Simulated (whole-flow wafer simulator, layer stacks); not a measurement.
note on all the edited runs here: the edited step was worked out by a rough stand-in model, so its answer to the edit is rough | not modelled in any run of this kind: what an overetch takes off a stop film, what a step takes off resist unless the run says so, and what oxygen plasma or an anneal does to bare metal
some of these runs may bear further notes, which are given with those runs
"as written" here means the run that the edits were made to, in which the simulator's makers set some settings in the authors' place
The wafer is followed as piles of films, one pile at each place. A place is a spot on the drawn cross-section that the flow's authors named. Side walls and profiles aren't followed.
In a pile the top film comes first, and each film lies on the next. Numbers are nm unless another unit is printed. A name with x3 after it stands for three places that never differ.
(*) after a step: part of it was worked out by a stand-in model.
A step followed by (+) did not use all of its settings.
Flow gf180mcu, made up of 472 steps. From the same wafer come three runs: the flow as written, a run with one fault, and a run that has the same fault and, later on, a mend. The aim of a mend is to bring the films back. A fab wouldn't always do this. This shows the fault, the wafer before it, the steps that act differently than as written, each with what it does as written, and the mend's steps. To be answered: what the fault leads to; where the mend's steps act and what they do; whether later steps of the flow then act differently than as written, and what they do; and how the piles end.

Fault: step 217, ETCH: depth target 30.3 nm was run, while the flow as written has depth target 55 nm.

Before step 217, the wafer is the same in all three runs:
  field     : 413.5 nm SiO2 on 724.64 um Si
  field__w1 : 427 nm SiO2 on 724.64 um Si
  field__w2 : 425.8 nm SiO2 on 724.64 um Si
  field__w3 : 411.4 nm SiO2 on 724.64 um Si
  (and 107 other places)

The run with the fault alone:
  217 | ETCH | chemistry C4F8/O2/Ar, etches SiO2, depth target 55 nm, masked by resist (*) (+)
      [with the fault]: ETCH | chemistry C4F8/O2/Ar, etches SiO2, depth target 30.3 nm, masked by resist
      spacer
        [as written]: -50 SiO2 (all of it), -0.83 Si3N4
        [with the fault]: -30.3 SiO2
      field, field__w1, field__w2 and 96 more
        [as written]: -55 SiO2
        [with the fault]: -30.3 SiO2
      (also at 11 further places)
  Steps later in the flow that act otherwise than as written (7 other steps are not shown; they differ only slightly, by no more than 2% or 0.5 nm, whichever is larger):
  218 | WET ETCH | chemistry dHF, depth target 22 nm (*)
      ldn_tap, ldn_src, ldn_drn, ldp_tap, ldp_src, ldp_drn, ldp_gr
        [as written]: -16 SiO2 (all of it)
        [with the fault]: -38.4 SiO2
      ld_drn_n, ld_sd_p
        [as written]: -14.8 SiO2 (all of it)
        [with the fault]: -37.5 SiO2
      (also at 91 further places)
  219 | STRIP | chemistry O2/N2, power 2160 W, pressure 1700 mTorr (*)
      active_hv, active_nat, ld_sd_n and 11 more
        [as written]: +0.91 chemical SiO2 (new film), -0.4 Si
        [with the fault]: nothing
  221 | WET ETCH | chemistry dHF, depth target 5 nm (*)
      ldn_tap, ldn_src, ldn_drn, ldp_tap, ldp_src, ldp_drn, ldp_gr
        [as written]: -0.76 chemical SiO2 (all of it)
        [with the fault]: -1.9 SiO2 (all of it)
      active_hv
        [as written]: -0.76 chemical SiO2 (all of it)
        [with the fault]: -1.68 SiO2 (all of it)
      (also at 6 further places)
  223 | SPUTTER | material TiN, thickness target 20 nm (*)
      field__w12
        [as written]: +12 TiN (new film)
        [with the fault]: +12.7 TiN (new film)
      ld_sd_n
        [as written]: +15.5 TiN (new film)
        [with the fault]: +16.1 TiN (new film)
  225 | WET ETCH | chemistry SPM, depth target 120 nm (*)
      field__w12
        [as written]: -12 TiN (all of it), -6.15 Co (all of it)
        [with the fault]: -12.7 TiN (all of it), -6.46 Co (all of it)
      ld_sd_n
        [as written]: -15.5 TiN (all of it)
        [with the fault]: -16.1 TiN (all of it)
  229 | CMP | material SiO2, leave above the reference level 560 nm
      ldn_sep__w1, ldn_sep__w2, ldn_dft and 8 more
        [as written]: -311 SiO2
        [with the fault]: -320.7 SiO2
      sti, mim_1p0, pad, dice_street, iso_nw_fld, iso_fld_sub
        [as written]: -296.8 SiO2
        [with the fault]: -306.5 SiO2
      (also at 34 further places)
  At the end the piles are close to the flow's at the places that both follow, differing by at most 2% or 0.5 nm, whichever is larger.

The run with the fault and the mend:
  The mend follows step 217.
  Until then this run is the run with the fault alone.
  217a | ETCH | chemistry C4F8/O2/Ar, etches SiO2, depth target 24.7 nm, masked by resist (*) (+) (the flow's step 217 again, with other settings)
      field, field__w1, field__w2 and 96 more
        -24.7 SiO2
      field__w5, field__w9, field__w13 and 8 more
        -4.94 resist
      spacer
        -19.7 SiO2 (all of it), -0.83 Si3N4
  Every later step of the flow that is run acts as written, at every place that is followed, to within 2% or 0.5 nm, whichever is larger.
  At the end the piles are close to the flow's at the places that both follow, differing by at most 2% or 0.5 nm, whichever is larger.
